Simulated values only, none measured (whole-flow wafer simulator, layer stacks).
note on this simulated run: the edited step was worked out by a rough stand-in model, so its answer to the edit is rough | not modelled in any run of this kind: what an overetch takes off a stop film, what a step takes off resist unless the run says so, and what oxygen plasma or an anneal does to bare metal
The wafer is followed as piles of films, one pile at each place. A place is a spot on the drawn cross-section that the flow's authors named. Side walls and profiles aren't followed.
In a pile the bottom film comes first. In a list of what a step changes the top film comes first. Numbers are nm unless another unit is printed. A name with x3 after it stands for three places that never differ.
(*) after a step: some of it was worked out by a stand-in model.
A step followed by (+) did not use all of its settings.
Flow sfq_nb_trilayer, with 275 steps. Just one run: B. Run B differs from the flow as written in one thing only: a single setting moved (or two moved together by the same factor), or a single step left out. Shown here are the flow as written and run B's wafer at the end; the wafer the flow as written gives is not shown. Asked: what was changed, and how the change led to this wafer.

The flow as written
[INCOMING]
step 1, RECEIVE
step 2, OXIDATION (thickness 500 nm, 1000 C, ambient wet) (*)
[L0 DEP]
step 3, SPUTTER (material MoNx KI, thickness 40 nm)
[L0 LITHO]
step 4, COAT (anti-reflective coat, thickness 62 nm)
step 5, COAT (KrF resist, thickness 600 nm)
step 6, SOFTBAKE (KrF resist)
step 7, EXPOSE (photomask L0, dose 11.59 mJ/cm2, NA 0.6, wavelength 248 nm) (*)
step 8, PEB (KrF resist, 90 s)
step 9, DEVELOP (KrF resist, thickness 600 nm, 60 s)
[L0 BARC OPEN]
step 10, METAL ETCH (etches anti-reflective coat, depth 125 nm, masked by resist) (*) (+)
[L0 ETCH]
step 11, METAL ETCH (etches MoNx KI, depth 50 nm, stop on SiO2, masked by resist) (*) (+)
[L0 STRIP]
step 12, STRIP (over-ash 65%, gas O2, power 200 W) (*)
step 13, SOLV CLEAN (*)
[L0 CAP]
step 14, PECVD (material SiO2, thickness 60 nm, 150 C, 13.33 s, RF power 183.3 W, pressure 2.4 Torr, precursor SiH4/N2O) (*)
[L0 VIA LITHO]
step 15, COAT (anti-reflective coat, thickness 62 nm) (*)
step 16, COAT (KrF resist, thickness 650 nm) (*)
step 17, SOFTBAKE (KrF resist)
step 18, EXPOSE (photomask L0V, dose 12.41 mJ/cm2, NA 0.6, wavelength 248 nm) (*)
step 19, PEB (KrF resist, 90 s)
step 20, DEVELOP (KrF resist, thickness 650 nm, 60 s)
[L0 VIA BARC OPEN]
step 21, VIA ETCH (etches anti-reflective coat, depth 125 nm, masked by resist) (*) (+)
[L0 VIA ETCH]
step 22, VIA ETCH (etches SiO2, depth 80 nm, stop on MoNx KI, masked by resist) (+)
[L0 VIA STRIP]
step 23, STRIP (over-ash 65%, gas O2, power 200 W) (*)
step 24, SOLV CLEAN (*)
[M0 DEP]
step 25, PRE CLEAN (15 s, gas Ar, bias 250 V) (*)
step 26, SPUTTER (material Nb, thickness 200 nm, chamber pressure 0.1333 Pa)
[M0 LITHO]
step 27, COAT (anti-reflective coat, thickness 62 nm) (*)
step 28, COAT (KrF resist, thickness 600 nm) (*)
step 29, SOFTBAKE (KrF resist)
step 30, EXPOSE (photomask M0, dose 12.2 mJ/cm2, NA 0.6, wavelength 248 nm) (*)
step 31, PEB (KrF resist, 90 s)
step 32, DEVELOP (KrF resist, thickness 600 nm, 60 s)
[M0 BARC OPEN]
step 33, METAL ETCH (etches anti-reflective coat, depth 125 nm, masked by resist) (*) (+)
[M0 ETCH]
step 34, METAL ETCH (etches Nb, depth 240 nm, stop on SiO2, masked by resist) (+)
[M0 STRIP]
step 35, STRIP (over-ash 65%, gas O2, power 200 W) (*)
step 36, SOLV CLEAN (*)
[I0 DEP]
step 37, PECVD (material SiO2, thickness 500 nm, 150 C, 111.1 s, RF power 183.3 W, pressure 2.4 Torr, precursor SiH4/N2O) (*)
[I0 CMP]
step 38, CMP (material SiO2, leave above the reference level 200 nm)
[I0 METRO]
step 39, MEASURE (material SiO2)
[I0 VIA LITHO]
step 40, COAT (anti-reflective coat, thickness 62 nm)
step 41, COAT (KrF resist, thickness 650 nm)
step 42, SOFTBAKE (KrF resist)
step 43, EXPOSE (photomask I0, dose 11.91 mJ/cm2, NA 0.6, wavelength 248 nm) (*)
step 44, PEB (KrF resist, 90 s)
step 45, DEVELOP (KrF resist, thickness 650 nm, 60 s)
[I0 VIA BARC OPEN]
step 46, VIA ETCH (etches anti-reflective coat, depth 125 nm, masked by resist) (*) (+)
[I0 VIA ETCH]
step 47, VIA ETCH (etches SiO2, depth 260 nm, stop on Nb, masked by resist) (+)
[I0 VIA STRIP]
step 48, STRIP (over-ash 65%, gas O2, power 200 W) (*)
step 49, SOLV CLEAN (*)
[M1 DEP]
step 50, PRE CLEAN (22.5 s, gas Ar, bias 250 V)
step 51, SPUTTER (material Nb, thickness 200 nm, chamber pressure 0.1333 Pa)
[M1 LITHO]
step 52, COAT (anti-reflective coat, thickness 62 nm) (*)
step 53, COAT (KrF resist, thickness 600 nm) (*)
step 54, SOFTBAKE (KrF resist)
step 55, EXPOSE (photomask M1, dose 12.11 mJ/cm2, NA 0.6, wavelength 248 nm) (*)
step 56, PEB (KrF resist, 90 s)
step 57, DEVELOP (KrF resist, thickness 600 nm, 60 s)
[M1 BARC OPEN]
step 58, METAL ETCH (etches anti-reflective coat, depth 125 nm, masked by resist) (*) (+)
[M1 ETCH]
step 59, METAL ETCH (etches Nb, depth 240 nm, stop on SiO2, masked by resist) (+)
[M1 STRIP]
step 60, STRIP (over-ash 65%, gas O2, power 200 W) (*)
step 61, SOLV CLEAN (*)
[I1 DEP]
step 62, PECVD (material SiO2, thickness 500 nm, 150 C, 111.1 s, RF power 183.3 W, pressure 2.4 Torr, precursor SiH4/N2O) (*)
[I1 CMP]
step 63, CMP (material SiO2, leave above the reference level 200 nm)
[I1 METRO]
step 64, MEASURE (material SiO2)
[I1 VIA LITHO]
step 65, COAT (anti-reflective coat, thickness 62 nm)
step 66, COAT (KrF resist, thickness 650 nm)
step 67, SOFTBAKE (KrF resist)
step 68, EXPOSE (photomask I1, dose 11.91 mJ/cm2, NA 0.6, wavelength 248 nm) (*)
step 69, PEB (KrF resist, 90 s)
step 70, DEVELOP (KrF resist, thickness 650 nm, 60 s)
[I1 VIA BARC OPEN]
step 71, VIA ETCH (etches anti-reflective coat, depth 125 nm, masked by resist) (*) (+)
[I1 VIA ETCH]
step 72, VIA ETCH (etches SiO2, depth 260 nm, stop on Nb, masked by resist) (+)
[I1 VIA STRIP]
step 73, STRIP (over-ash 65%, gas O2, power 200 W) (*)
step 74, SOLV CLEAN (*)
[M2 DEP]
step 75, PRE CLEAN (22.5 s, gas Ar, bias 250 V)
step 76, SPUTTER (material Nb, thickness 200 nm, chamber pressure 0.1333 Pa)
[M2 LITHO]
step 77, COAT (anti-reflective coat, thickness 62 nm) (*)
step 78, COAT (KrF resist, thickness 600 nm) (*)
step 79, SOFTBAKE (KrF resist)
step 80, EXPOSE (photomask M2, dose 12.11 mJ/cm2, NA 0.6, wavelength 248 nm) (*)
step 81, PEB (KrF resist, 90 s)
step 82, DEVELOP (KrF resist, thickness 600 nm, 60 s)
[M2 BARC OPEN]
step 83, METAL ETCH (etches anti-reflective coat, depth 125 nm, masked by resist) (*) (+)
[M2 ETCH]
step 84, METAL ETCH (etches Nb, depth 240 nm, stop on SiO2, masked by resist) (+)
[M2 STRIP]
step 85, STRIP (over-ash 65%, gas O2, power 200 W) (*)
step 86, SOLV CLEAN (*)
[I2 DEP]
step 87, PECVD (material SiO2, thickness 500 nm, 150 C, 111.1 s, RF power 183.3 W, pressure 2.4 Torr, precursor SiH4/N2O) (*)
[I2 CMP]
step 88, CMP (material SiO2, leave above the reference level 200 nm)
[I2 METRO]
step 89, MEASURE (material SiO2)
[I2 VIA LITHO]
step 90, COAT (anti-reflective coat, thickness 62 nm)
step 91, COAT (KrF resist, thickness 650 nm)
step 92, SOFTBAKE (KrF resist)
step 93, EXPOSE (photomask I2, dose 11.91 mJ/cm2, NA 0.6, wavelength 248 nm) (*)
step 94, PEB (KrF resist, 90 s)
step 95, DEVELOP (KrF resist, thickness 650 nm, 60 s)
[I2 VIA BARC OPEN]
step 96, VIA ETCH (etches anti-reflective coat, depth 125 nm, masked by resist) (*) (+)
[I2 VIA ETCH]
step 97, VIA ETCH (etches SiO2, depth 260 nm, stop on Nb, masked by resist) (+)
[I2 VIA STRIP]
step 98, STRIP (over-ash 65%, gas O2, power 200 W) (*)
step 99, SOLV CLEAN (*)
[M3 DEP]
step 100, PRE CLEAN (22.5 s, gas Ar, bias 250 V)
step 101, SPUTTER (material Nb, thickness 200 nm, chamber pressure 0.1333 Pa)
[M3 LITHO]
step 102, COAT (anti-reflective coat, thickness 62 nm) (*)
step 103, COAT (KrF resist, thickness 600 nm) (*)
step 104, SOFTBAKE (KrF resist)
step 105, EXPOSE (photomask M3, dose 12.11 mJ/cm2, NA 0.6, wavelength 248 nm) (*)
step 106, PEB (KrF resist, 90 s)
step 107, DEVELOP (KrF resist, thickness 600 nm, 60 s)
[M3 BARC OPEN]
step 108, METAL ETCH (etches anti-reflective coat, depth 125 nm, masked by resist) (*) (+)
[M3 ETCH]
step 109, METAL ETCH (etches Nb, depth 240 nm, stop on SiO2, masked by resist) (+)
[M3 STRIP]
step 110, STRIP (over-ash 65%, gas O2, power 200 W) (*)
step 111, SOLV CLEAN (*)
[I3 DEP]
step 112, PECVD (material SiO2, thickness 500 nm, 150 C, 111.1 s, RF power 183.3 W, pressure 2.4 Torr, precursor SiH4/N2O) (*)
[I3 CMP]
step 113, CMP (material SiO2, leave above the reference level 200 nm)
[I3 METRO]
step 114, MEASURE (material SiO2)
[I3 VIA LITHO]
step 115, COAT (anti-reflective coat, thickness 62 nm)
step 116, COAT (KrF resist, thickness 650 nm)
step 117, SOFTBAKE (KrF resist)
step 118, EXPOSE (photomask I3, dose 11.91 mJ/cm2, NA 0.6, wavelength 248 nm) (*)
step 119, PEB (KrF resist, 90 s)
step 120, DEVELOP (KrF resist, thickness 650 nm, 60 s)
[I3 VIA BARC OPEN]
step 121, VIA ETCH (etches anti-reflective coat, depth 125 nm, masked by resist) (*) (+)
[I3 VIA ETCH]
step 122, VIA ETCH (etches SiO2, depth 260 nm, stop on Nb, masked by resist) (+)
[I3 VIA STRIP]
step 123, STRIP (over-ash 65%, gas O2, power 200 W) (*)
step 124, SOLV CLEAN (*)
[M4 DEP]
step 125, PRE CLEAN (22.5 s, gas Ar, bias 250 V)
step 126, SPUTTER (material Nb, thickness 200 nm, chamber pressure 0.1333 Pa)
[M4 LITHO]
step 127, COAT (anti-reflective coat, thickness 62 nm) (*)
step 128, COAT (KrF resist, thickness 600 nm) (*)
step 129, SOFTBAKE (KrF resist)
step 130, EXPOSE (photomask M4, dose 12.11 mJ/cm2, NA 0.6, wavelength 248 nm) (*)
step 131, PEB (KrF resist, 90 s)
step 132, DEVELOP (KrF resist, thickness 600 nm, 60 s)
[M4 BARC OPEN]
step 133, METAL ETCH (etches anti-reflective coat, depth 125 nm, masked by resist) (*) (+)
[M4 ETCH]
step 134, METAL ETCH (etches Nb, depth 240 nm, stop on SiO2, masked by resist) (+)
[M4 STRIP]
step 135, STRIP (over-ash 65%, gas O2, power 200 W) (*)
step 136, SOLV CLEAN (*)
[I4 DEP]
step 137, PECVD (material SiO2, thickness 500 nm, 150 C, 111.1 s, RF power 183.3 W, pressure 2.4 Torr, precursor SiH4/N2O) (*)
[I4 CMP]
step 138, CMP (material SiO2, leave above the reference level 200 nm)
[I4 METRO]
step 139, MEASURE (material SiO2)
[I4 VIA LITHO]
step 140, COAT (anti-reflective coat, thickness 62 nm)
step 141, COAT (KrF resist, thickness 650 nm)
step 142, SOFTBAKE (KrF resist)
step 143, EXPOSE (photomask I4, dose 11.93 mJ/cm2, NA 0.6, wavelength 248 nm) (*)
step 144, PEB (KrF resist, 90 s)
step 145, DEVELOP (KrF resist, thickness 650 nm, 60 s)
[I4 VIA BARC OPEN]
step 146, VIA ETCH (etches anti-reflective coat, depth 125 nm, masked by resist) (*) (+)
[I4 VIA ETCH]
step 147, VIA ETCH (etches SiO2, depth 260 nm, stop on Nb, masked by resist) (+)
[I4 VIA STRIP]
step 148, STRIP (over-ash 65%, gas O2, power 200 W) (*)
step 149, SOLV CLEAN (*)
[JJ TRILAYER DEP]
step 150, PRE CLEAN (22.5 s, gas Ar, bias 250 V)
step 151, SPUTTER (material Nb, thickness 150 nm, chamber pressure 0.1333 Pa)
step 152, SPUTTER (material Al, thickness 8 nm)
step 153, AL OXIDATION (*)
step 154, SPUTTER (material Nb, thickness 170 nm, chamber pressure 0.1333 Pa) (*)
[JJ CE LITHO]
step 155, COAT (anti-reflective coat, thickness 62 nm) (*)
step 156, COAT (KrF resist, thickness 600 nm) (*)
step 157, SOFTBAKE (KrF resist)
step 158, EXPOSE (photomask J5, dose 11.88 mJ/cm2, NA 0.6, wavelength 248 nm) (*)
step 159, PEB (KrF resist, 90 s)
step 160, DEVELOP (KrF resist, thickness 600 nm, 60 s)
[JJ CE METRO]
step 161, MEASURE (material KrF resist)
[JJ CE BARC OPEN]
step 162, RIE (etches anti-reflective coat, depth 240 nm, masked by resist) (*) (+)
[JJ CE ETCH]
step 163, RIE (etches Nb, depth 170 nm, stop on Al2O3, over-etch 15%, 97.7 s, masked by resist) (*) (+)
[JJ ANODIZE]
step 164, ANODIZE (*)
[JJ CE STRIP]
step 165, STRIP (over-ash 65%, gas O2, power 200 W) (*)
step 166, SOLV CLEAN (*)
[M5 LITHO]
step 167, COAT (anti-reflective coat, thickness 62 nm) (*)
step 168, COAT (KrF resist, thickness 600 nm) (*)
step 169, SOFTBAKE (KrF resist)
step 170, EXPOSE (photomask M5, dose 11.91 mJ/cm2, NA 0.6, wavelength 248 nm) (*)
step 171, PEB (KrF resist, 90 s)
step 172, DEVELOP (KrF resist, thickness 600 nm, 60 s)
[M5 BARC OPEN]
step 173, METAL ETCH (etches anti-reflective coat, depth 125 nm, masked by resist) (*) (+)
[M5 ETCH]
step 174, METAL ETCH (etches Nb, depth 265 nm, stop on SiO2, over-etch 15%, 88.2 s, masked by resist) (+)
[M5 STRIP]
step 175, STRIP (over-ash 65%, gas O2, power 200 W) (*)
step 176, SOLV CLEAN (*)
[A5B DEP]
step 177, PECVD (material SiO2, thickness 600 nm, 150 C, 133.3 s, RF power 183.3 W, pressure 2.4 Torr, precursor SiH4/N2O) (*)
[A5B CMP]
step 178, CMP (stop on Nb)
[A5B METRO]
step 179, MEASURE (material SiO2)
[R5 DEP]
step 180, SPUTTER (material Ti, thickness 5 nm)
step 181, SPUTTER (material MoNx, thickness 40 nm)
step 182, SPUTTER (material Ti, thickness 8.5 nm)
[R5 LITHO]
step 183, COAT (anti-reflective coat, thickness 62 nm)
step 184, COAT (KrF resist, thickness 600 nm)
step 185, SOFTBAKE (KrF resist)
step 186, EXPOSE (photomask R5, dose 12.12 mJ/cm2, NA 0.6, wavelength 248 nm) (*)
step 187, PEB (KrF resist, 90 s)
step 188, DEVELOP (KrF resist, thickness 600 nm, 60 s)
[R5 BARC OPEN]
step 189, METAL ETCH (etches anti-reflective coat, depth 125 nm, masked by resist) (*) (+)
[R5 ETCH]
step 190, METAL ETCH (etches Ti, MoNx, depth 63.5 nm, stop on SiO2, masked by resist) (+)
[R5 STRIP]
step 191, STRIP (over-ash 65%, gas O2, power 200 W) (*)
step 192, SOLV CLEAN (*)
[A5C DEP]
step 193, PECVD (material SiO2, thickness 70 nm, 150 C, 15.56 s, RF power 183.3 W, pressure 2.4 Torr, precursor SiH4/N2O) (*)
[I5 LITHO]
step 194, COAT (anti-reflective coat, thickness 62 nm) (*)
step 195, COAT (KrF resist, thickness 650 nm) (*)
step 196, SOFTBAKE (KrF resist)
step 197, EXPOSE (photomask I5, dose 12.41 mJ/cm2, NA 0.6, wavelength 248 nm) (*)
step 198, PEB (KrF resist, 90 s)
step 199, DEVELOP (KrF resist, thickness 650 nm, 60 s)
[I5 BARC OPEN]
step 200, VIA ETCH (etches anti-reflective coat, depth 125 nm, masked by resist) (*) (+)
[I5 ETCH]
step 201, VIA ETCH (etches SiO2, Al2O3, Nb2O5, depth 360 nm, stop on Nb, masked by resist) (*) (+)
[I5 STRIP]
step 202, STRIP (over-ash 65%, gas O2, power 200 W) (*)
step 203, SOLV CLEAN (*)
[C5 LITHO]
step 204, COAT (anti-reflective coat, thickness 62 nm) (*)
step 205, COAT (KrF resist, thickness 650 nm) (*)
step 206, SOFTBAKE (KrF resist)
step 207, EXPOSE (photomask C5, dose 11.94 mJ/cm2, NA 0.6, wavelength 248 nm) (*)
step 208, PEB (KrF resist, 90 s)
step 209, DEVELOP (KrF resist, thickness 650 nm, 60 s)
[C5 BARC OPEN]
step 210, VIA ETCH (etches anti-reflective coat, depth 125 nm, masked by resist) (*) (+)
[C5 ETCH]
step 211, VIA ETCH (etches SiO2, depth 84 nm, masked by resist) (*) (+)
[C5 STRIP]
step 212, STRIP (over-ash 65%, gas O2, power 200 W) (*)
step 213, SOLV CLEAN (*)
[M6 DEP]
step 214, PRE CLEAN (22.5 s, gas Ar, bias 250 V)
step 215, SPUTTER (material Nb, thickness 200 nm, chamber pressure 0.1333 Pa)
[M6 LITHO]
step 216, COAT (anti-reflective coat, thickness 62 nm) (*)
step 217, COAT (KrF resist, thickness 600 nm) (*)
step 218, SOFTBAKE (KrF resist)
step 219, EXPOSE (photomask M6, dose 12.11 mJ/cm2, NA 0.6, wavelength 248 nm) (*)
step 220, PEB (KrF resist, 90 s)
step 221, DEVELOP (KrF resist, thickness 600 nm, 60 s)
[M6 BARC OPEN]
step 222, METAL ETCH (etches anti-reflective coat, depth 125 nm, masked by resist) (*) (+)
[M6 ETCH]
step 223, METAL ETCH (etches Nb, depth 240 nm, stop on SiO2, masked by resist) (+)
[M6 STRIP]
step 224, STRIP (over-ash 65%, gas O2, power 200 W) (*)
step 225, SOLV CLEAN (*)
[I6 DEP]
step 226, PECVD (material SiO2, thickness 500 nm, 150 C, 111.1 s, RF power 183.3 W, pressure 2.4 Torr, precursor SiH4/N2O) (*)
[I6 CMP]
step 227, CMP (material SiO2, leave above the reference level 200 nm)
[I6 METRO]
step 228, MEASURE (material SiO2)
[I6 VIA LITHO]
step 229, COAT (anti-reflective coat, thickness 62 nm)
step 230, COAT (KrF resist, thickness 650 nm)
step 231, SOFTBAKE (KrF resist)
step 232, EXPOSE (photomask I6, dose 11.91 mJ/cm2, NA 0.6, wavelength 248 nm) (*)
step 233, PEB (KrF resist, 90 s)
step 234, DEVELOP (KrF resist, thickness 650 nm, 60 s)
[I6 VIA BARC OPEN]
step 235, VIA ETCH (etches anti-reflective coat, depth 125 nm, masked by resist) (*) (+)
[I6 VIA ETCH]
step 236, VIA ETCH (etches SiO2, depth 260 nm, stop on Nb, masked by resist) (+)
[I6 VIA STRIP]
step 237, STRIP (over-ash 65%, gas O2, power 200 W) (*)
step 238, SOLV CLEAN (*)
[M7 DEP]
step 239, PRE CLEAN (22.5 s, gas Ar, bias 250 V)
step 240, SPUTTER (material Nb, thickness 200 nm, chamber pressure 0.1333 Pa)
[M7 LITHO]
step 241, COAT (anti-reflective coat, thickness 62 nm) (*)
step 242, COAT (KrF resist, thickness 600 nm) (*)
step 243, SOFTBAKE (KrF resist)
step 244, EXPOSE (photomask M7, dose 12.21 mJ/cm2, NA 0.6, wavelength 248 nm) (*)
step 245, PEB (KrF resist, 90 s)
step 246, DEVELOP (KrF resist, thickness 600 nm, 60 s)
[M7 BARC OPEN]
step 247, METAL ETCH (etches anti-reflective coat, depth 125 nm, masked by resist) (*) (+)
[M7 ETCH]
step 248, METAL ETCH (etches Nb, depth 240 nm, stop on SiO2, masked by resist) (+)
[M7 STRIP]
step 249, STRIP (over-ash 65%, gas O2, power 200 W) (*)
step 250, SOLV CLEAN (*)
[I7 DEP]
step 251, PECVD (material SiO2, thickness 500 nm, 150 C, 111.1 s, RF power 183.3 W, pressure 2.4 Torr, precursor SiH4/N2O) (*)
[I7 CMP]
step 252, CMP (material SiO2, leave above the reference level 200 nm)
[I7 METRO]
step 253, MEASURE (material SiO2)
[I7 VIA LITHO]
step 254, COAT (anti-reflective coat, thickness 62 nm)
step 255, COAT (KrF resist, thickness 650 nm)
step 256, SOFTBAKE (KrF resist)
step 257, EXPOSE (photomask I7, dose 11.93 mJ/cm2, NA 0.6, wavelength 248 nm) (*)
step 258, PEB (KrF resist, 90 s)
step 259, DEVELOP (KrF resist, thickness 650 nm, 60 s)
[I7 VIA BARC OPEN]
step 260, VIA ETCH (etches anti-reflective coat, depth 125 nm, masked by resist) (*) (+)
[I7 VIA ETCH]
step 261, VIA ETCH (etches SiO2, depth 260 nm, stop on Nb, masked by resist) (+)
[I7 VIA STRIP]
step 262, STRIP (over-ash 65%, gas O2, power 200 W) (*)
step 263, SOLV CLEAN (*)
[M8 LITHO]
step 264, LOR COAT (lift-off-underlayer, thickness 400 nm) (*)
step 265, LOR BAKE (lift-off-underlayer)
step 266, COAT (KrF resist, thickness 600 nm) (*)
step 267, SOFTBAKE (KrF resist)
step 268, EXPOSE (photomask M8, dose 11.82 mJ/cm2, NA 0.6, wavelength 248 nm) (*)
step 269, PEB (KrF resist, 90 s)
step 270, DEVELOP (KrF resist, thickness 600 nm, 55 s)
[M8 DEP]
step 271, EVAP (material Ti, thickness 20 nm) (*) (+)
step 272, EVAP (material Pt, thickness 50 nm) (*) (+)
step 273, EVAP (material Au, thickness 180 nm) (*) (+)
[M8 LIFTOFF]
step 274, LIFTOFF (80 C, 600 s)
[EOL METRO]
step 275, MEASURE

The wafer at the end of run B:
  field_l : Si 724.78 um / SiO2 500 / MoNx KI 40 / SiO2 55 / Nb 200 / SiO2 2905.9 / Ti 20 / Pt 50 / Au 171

Cause: step 273, EVAP: thickness 171 nm was run, whereas the flow has thickness 180 nm.
One can read it off the wafer: field_l has Au 171, and step 273 as written asks for 180 nm.

Step by step, how the change led to this:
  step 273, EVAP (material Au, thickness 180 nm) (*) (+)
      field_l, v_sur, via_wl and 103 more: Au gains 171 (new film) (as written it would have been: Au gains 180 (new film))
  step 274, LIFTOFF (80 C, 600 s)
      p4_fl, p4_fm, p4_w1 and 71 more: Au loses 171 (all of it), Pt loses 50 (all of it), Ti loses 20 (all of it), KrF resist loses 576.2 (all of it), lift-off-underlayer loses 400 (all of it) (as written it would have been: Au loses 180 (all of it), Pt loses 50 (all of it), Ti loses 20 (all of it), KrF resist loses 576.2 (all of it), lift-off-underlayer loses 400 (all of it))
      c5j, ce_r: Au loses 171 (all of it), Pt loses 50 (all of it), Ti loses 20 (all of it), KrF resist loses 573.3 (all of it), lift-off-underlayer loses 399.3 (all of it) (as written it would have been: Au loses 180 (all of it), Pt loses 50 (all of it), Ti loses 20 (all of it), KrF resist loses 573.3 (all of it), lift-off-underlayer loses 399.3 (all of it))
      (and at 19 other places as well)
